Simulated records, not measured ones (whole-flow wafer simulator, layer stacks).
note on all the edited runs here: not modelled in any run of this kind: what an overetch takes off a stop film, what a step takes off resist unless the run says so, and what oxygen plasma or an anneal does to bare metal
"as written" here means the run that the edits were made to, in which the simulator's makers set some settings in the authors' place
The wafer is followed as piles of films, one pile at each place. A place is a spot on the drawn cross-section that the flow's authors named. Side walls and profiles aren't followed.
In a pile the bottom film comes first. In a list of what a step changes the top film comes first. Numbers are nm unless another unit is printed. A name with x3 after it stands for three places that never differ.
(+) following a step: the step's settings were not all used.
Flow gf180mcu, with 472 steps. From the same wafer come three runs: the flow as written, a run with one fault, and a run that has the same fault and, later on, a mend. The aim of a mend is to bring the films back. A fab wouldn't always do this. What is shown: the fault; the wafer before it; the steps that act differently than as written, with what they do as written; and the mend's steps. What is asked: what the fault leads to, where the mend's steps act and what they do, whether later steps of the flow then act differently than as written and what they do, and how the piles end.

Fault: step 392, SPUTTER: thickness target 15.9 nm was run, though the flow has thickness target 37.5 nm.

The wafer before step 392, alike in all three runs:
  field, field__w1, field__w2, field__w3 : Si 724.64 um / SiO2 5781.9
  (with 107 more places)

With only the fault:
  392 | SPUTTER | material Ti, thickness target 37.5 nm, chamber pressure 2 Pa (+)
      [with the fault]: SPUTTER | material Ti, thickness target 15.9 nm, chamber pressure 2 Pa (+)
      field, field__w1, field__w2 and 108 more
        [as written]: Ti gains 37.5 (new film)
        [with the fault]: Ti gains 15.9 (new film)
  Later steps of the flow acting differently than as written (not shown: 1 more step that differs only slightly, by at most 2% or 0.5 nm, whichever is larger):
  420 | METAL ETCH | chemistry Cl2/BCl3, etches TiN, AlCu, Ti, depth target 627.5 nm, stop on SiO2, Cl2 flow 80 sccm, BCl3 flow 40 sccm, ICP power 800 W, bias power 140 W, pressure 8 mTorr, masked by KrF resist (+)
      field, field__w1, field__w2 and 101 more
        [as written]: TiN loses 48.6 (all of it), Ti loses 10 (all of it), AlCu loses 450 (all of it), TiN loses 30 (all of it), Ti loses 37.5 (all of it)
        [with the fault]: TiN loses 48.6 (all of it), Ti loses 10 (all of it), AlCu loses 450 (all of it), TiN loses 30 (all of it), Ti loses 15.9 (all of it)
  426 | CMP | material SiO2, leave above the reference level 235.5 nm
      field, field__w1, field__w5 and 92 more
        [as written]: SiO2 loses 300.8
        [with the fault]: SiO2 loses 322.4
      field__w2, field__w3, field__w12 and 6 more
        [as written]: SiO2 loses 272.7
        [with the fault]: SiO2 loses 295.3
  At field__w4, field__w8, contact, m1, m1__w1, mim, mim_1p0, m1_nw, the piles at the end differ from the flow's by more than 2% or 0.5 nm, whichever is larger.
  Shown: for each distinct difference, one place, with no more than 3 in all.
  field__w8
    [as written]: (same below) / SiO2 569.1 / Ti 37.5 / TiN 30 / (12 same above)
    [with the fault]: (same below) / SiO2 569.1 / Ti 15.9 / TiN 30 / (12 same above)
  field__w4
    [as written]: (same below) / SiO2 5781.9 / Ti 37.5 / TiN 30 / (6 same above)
    [with the fault]: (same below) / SiO2 5781.9 / Ti 15.9 / TiN 30 / (6 same above)
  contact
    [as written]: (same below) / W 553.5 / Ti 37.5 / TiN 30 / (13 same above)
    [with the fault]: (same below) / W 553.5 / Ti 15.9 / TiN 30 / (13 same above)

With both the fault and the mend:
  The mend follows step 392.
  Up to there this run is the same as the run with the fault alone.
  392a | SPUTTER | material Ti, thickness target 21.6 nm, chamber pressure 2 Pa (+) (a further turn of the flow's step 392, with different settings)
      field, field__w1, field__w2 and 108 more
        Ti gains 21.6
  Later steps of the flow that are run all act as written at every place that is followed.
  At every place that both follow, the piles at the end match the flow's.
